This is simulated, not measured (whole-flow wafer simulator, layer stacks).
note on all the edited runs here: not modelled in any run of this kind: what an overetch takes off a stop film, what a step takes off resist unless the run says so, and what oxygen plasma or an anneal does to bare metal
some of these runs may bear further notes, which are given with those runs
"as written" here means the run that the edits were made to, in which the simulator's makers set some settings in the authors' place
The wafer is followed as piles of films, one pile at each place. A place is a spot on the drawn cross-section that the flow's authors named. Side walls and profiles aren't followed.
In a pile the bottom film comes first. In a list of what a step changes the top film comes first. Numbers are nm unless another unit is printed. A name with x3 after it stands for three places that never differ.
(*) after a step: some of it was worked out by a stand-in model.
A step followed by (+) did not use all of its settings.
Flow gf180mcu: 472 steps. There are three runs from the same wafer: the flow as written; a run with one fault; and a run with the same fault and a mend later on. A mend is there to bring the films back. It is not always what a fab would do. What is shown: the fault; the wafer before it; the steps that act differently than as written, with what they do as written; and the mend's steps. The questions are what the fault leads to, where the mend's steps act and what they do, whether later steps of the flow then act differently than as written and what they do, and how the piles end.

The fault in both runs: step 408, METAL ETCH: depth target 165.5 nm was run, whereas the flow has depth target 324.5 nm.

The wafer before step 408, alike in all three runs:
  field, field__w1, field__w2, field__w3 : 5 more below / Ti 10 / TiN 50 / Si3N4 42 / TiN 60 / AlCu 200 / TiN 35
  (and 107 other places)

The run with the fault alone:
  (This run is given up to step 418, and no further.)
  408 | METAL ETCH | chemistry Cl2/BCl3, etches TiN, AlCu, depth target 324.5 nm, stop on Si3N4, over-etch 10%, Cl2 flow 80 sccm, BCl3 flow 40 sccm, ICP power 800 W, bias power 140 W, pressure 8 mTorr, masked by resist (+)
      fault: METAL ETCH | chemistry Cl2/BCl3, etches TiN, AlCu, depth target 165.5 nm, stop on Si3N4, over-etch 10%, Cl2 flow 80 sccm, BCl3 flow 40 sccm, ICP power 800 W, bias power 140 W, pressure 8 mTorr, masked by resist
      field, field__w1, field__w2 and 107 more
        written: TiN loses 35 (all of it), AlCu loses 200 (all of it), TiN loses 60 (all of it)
        fault: TiN loses 35 (all of it), AlCu loses 130.5
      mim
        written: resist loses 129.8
        fault: resist loses 66.2
  Steps further on in the flow that do not act as written:
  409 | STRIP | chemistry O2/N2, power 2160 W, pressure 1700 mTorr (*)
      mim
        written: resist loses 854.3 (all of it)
        fault: resist loses 917.9 (all of it)
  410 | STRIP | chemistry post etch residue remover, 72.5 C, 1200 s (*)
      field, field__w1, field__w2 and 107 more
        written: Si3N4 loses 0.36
        fault: AlCu loses 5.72
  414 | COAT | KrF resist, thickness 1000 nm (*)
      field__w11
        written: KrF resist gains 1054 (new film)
        fault: KrF resist gains 1028.8 (new film)
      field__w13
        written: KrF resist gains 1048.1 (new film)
        fault: KrF resist gains 1025.8 (new film)
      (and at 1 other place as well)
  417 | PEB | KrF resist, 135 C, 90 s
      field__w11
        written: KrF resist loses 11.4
        fault: KrF resist loses 10.8
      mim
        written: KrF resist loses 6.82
        fault: KrF resist loses 8.35
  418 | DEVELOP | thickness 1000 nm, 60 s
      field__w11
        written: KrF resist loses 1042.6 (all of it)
        fault: KrF resist loses 1018 (all of it)
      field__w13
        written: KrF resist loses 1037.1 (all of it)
        fault: KrF resist loses 1015 (all of it)
  Once step 418 is done, the piles at field, field__w1, field__w2 and 109 more depart from the flow's by more than 2% or 0.5 nm, whichever is larger.
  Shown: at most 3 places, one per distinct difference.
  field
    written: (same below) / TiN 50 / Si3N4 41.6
    fault: (same below) / TiN 50 / Si3N4 42 / TiN 60 / AlCu 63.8
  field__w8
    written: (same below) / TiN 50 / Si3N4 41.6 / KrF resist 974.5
    fault: (same below) / TiN 50 / Si3N4 42 / TiN 60 / AlCu 63.8 / KrF resist 974.5
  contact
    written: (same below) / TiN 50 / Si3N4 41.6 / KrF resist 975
    fault: (same below) / TiN 50 / Si3N4 42 / TiN 60 / AlCu 63.8 / KrF resist 974.8

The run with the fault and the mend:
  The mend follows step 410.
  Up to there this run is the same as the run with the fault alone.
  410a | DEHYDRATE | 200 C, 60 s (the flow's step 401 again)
      leaves every film unchanged at each place that is followed
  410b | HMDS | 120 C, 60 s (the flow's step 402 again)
      leaves every film unchanged at each place that is followed
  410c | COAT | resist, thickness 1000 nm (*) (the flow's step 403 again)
      field__w8, m1__w1, iso_ptap_pw and 39 more
        resist gains 1000 (new film)
      field_sub__w1, field_sub__w5, n_well and 6 more
        resist gains 1000.6 (new film)
      field, ld_acc_p, ld_fp_p, ld_drift_p, ld_drn_p, ld_body_p_dnw, m1_nw
        resist gains 1001 (new film)
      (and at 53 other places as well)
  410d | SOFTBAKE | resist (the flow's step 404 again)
      field__w9, nplus_u
        resist loses 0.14
      field__w2
        resist gains 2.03
      field__w3
        resist gains 2.13
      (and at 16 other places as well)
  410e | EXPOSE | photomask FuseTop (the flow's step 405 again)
      leaves every film unchanged at each place that is followed
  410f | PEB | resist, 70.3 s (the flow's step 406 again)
      field, field__w1, field__w5 and 97 more
        resist loses 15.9
      field__w2, field__w3, field__w7, field__w12, pplus_u, ppoly_sal
        resist loses 16
      field__w11, field__w13, ppoly_u, npoly_sal
        resist loses 16.1
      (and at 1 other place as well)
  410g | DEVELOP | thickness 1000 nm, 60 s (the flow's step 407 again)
      field__w8, m1__w1, iso_ptap_pw and 39 more
        resist loses 984.1 (all of it)
      field, ld_acc_p, ld_fp_p, ld_drift_p, ld_drn_p, ld_body_p_dnw, m1_nw
        resist loses 985.1 (all of it)
      field_sub, field_sub__w2, field_sub__w3, field_sub__w4, ld_drn_n, ld_sd_p, ld_gate_p
        resist loses 985 (all of it)
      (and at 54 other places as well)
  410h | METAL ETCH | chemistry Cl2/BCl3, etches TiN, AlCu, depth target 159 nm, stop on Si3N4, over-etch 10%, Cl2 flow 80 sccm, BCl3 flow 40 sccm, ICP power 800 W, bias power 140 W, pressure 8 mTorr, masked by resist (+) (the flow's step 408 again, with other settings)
      field, field__w1, field__w2 and 107 more
        AlCu loses 63.8 (all of it), TiN loses 60 (all of it)
      mim
        resist loses 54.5
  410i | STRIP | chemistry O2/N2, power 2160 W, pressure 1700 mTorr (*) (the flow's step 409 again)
      mim
        resist loses 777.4 (all of it)
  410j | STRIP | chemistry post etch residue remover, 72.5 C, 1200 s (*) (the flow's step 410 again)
      field, field__w1, field__w2 and 107 more
        Si3N4 loses 0.36
      mim
        TiN loses 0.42
  Later steps of the flow that are run all act as written at every place that is followed, up to a difference of at most 2% or 0.5 nm, whichever is larger.
  At the end the piles are close to the flow's at the places that both follow, differing by at most 2% or 0.5 nm, whichever is larger.
